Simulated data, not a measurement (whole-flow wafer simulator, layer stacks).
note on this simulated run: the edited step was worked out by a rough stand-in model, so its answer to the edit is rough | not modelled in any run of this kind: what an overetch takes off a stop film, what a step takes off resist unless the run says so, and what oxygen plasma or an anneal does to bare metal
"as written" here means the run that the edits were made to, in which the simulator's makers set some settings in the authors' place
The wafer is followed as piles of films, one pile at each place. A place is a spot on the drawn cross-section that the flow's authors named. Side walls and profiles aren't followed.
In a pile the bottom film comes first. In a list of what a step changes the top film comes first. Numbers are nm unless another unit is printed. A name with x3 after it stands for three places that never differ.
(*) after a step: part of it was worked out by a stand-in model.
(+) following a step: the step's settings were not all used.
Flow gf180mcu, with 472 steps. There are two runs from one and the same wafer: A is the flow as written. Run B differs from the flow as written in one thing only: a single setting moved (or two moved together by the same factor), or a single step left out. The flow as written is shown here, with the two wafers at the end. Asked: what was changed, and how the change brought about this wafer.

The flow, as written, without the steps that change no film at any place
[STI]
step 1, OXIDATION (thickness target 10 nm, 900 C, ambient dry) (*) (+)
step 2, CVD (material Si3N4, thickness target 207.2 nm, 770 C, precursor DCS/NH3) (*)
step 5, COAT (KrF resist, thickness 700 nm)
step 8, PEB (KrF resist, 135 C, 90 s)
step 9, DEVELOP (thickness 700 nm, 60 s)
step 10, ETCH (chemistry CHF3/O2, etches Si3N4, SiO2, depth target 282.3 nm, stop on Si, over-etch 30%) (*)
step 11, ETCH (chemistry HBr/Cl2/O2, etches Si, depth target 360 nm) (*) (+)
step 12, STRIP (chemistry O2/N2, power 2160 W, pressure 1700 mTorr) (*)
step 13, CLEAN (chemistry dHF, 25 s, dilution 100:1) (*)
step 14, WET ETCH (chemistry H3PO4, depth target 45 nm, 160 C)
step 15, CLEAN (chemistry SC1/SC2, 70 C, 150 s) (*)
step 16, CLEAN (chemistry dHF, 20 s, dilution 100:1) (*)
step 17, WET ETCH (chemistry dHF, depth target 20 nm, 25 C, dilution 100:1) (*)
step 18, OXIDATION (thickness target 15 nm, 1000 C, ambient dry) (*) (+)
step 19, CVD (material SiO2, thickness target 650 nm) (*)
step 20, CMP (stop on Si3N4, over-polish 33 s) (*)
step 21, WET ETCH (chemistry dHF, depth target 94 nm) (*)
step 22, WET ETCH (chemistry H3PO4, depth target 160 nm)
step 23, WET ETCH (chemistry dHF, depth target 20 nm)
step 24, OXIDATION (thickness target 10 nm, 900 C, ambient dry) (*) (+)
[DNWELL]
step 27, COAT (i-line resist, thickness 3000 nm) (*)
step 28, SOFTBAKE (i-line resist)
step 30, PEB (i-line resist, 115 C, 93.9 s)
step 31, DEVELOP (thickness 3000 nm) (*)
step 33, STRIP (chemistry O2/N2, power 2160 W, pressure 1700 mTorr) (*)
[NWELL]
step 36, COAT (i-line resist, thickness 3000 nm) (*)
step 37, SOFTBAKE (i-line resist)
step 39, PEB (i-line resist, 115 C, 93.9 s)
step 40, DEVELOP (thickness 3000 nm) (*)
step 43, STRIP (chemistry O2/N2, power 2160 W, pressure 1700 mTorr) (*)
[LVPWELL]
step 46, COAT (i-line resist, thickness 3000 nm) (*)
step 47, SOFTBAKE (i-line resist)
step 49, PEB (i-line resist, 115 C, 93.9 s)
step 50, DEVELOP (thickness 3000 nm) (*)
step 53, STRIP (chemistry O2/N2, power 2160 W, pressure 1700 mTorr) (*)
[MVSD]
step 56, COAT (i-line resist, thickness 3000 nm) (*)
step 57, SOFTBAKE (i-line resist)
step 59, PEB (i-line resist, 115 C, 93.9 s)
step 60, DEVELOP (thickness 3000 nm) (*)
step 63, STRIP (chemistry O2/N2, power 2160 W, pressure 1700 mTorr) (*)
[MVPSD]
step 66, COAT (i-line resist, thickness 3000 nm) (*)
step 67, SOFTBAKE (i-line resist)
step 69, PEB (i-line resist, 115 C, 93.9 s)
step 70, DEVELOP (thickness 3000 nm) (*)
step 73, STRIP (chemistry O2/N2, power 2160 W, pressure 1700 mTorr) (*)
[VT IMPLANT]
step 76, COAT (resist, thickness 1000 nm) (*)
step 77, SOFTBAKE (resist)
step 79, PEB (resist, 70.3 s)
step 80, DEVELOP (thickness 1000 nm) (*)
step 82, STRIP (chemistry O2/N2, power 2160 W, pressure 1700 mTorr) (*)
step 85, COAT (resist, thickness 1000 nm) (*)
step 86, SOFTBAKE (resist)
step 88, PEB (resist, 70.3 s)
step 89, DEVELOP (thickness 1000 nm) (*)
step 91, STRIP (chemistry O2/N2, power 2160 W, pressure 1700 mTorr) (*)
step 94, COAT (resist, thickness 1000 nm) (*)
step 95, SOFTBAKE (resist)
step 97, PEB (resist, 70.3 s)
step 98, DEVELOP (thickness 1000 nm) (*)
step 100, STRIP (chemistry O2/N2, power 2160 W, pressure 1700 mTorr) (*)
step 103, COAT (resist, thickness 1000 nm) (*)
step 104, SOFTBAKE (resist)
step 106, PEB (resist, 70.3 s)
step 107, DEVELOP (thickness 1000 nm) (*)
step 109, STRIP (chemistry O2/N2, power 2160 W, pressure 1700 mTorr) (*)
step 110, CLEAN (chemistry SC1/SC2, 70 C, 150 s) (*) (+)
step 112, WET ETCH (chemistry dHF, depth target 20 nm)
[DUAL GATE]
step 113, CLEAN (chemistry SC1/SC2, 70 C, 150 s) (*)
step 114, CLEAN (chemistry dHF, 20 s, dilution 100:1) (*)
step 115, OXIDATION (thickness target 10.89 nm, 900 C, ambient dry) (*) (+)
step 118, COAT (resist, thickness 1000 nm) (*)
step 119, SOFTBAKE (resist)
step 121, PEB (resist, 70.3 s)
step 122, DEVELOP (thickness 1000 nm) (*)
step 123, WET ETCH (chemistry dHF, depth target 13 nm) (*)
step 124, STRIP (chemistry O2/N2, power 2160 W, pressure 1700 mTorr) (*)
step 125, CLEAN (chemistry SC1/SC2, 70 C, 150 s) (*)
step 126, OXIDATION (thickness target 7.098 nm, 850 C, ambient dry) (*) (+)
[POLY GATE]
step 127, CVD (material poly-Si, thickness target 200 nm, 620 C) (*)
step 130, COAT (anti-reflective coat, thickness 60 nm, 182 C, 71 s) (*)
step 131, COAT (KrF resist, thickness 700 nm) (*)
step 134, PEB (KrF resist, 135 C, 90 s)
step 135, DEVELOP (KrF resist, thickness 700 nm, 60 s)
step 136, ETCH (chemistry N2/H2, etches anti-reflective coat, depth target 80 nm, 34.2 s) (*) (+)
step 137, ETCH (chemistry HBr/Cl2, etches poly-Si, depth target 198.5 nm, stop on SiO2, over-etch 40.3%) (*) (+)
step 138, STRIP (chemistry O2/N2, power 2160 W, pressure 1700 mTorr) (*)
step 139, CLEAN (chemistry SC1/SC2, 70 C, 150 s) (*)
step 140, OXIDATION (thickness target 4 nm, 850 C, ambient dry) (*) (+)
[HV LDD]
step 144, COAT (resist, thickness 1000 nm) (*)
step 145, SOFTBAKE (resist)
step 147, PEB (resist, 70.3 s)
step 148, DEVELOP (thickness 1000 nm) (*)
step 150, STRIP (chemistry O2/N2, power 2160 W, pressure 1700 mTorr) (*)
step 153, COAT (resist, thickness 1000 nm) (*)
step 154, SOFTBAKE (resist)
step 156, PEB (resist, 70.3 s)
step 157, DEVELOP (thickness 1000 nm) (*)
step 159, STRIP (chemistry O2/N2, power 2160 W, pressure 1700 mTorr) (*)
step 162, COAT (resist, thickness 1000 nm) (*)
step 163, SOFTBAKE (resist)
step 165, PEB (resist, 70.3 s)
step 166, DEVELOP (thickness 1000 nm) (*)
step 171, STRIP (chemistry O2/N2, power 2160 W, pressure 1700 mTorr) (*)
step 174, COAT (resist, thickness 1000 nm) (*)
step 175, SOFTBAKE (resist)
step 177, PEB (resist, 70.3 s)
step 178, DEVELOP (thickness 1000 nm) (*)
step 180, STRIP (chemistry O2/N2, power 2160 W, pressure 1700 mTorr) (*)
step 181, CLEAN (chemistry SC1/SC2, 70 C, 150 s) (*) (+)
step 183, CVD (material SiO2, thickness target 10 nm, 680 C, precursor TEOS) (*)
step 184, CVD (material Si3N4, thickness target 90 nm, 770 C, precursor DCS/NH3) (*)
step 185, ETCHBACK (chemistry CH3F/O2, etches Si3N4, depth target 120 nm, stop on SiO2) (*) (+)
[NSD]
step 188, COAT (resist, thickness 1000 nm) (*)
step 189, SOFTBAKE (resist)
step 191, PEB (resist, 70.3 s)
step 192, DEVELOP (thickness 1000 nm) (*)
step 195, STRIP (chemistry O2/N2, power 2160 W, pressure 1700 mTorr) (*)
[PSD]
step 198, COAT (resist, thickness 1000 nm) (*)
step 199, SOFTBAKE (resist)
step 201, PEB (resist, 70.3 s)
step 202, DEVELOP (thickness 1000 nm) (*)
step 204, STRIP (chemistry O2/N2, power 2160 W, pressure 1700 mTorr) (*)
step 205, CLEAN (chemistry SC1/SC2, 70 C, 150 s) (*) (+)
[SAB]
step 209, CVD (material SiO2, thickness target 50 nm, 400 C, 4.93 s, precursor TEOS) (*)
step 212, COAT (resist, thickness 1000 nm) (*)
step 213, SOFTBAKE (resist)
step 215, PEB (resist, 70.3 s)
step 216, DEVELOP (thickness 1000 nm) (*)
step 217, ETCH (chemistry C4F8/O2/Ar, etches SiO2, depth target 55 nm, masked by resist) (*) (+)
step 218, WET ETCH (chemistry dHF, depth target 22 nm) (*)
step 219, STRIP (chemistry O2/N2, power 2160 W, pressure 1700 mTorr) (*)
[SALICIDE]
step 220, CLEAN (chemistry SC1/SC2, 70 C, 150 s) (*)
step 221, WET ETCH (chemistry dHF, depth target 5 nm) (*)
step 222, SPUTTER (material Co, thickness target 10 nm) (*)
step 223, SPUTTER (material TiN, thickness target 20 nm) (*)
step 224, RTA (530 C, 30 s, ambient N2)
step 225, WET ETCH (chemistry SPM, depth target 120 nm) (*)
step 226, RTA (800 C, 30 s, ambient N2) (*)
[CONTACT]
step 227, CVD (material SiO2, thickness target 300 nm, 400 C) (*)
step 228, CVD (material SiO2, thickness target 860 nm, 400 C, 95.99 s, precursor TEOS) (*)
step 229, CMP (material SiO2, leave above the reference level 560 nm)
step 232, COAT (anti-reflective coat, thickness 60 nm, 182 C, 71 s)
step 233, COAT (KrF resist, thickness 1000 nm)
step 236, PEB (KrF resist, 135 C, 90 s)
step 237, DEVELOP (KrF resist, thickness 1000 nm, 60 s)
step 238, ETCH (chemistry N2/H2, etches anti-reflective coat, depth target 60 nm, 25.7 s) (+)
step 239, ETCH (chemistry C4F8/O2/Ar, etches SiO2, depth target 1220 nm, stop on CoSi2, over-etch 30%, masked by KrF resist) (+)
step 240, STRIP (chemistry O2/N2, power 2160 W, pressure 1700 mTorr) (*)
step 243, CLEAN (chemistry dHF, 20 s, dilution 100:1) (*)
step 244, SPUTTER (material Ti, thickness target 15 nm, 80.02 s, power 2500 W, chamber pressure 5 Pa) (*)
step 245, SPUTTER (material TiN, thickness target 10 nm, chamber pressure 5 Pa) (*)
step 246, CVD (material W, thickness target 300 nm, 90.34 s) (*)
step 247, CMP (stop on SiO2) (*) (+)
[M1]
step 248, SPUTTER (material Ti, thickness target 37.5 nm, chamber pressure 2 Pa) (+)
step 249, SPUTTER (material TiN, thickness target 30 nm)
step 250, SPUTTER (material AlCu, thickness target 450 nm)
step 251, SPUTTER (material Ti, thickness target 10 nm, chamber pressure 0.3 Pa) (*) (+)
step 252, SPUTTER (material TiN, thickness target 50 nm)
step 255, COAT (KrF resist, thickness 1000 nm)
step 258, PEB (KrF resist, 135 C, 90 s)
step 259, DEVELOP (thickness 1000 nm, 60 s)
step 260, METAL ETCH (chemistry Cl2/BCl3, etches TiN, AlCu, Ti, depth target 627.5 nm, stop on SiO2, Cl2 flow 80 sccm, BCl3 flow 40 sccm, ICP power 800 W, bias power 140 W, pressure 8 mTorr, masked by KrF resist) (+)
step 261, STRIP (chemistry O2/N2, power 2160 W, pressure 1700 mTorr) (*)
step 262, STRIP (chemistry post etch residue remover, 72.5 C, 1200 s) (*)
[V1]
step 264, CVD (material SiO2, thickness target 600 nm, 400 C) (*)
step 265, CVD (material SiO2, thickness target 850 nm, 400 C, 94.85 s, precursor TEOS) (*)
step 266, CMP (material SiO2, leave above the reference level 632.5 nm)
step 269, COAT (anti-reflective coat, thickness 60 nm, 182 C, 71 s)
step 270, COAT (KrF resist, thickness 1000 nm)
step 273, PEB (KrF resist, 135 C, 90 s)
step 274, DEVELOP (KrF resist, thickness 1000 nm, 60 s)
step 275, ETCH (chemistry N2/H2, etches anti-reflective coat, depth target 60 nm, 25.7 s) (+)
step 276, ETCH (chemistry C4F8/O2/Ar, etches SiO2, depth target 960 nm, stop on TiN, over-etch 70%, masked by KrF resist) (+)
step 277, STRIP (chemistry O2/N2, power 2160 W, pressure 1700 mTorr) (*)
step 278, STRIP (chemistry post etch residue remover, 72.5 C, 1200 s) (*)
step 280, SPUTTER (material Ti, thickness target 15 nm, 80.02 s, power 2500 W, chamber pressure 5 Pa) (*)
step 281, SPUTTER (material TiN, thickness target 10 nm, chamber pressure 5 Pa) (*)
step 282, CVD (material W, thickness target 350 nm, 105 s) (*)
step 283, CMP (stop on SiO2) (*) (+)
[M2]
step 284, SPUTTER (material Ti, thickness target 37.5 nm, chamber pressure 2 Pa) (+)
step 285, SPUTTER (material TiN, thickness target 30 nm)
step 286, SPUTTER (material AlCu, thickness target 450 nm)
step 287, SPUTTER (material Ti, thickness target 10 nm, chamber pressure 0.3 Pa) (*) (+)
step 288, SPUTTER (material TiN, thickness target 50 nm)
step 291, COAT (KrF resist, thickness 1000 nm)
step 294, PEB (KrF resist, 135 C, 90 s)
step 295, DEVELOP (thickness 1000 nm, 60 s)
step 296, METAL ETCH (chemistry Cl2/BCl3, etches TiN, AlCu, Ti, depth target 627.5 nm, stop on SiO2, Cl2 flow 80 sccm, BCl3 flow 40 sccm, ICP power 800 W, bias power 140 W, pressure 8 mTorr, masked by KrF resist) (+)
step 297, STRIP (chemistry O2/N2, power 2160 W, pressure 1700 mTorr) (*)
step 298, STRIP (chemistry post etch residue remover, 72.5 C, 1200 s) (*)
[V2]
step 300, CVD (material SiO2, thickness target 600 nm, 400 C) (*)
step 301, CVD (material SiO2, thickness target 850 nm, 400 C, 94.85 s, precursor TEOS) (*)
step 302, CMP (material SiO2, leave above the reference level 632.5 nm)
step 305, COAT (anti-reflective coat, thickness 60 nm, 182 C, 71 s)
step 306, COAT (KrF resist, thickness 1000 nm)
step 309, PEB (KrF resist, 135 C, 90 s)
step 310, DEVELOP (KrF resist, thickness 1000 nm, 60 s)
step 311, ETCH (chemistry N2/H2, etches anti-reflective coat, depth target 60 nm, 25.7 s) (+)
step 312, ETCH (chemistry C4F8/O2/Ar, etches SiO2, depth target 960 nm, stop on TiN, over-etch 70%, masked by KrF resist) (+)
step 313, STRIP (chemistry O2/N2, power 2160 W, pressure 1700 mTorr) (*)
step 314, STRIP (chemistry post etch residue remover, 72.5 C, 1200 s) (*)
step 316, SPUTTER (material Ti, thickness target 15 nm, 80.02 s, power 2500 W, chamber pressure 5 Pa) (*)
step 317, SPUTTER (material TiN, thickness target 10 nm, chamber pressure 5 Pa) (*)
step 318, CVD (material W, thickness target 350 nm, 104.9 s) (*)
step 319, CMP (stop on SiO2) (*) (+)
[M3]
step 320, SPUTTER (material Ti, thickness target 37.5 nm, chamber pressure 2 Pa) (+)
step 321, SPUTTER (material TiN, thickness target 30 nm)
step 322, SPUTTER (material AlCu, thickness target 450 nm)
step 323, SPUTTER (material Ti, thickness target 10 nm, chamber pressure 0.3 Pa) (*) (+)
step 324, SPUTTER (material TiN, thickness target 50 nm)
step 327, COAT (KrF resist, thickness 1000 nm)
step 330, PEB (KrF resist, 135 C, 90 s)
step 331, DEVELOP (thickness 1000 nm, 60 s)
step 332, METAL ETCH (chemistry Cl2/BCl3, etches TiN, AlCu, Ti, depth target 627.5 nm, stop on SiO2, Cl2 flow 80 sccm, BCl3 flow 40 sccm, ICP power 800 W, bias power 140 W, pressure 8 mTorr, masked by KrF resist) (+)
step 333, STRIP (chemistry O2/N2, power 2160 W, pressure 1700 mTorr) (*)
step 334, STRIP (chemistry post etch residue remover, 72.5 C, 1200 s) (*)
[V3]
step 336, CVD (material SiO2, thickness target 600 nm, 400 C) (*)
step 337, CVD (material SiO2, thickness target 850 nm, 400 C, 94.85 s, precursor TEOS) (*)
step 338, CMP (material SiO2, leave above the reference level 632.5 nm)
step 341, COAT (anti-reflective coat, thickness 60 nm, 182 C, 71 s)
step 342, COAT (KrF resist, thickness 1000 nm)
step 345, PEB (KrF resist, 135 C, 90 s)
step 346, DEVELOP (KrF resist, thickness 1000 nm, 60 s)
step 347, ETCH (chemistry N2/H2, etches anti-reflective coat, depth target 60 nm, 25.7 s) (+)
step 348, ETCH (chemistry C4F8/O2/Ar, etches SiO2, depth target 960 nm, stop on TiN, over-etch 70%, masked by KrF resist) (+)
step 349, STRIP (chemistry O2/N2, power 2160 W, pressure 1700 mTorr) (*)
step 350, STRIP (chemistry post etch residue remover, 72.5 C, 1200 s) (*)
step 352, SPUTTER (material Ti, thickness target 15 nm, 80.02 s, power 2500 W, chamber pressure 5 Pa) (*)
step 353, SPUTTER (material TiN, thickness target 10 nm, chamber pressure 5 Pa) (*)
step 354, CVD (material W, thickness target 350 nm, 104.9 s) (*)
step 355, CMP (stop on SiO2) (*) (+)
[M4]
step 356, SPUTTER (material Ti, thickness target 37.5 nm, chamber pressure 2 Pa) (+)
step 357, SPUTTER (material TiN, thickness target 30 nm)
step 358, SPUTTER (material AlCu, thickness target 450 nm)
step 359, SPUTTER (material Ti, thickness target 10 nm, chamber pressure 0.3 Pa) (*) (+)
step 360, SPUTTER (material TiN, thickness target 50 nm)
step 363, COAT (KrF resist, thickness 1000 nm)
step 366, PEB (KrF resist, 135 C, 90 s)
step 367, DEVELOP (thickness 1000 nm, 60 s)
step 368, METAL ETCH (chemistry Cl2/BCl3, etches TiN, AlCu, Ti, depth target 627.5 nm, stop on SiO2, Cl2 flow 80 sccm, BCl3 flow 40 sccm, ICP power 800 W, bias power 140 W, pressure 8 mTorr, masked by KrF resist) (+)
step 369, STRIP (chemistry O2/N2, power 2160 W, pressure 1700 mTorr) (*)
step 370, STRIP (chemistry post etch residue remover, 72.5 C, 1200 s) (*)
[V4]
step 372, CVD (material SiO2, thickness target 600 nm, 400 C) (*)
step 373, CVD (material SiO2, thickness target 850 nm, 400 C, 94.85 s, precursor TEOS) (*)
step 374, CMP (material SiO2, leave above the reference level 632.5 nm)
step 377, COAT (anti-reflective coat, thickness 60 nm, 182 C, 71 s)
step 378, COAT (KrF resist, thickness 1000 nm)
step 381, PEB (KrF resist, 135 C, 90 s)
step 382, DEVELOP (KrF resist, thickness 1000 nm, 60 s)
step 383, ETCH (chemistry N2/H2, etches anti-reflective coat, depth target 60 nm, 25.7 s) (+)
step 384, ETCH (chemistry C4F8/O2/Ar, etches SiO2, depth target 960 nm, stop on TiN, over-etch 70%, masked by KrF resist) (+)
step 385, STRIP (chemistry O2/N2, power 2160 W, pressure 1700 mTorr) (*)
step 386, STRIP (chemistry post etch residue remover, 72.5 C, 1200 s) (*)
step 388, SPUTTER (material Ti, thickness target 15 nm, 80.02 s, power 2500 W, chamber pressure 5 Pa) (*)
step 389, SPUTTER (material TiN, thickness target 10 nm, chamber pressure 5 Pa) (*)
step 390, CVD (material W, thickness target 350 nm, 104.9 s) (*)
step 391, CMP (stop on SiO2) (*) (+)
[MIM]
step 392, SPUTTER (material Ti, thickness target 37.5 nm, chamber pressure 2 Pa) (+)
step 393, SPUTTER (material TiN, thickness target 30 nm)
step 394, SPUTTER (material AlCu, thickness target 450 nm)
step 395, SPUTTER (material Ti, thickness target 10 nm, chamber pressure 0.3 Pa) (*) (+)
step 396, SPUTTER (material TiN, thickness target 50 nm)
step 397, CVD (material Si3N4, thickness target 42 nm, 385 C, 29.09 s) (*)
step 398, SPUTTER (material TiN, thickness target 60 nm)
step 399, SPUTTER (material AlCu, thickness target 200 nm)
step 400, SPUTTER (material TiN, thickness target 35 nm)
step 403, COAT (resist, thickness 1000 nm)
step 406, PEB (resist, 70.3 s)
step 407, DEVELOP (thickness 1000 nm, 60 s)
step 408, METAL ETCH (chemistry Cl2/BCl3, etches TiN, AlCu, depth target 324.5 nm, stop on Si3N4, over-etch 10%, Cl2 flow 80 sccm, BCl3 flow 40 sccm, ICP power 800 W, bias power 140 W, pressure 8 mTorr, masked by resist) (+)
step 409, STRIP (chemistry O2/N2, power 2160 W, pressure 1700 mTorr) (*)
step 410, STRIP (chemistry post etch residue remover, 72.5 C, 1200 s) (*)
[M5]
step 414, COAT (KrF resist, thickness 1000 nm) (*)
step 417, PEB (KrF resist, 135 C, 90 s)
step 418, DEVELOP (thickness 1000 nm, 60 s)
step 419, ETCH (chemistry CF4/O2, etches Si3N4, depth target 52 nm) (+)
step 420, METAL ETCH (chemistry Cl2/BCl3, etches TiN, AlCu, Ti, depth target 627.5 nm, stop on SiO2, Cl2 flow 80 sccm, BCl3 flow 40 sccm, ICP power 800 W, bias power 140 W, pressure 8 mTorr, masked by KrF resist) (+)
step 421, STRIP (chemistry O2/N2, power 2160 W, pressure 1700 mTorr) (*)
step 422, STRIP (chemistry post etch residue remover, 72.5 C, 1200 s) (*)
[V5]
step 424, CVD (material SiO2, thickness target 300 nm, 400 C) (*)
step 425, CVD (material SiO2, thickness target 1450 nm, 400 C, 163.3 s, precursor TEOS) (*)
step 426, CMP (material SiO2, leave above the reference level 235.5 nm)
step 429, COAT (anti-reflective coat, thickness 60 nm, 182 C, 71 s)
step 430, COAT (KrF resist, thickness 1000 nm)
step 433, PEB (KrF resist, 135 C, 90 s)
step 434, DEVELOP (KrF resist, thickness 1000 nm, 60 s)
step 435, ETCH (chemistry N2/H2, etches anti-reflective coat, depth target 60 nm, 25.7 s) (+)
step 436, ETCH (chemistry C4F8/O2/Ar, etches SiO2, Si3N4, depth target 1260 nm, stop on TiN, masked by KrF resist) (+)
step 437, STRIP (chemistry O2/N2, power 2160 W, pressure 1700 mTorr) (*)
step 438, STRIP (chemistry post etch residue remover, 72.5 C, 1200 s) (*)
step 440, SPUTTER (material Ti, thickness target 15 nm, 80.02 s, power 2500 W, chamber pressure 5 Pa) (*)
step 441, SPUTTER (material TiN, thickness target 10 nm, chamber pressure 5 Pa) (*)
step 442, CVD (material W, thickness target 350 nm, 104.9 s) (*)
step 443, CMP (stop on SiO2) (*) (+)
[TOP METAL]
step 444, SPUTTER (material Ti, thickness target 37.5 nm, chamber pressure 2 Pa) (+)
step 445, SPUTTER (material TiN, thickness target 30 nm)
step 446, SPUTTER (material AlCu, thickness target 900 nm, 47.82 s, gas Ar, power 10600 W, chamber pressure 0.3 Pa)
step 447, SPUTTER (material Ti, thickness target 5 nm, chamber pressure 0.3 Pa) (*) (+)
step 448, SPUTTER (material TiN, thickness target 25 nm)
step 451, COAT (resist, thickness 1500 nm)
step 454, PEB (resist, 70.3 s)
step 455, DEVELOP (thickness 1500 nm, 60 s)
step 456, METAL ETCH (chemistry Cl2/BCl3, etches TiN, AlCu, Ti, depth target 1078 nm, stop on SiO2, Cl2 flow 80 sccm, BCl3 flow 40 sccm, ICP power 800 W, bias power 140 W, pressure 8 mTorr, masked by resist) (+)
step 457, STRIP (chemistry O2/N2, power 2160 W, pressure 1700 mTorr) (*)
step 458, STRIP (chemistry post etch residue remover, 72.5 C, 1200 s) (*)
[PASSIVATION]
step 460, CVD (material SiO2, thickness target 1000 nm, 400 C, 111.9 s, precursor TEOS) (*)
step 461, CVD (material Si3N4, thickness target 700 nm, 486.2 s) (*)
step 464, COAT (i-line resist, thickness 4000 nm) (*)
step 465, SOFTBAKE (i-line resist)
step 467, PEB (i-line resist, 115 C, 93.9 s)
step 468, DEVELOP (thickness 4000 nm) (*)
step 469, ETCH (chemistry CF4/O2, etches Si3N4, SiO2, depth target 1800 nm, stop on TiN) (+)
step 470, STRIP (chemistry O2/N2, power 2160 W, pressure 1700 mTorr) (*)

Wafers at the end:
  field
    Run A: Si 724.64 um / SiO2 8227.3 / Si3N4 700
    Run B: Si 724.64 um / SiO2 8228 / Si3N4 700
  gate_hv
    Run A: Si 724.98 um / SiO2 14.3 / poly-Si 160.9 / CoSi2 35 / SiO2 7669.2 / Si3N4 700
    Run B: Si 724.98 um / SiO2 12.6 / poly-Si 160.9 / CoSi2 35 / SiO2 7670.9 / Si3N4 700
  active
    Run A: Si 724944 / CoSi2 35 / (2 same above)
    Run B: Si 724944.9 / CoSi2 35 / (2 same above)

The reason: step 115, OXIDATION: thickness target 8.981 nm was run, while the flow as written has thickness target 10.89 nm.

How this came from the change, step by step:
  step 115, OXIDATION (thickness target 10.89 nm, 900 C, ambient dry) (*) (+)
      active, n_well, p_well and 40 more: A SiO2 gains 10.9 (new film), Si loses 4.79 | B SiO2 gains 8.98 (new film), Si loses 3.95
  step 123, WET ETCH (chemistry dHF, depth target 13 nm) (*)
      active, n_well, p_well and 12 more: A SiO2 loses 10.9 (all of it) | B SiO2 loses 8.98 (all of it)
  step 189, SOFTBAKE (resist)
      active_hv: A resist gains 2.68 | B resist loses 0.48
      nw_enc_fld_lv__w3: A resist gains 2.11 | B resist loses 1.63
      (and at 1 other place as well)
  step 199, SOFTBAKE (resist)
      active_hv: A resist gains 2.68 | B resist loses 0.48
      nw_enc_fld_lv__w3: A resist gains 2.11 | B resist loses 1.63
      (and at 1 other place as well)
  step 218, WET ETCH (chemistry dHF, depth target 22 nm) (*)
      ldn_tap, ldn_src, ldn_drn, ldp_tap, ldp_src, ldp_drn, ldp_gr: A SiO2 loses 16 (all of it) | B SiO2 loses 14.3 (all of it)
      ld_drn_n, ld_sd_p: A SiO2 loses 14.8 (all of it) | B SiO2 loses 13.1 (all of it)
      (and at 5 other places as well)
  step 223, SPUTTER (material TiN, thickness target 20 nm) (*)
      field__w12: A TiN gains 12 (new film) | B TiN gains 12.6 (new film)
  step 225, WET ETCH (chemistry SPM, depth target 120 nm) (*)
      field__w12: A TiN loses 12 (all of it), Co loses 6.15 (all of it) | B TiN loses 12.6 (all of it), Co loses 6.15 (all of it)
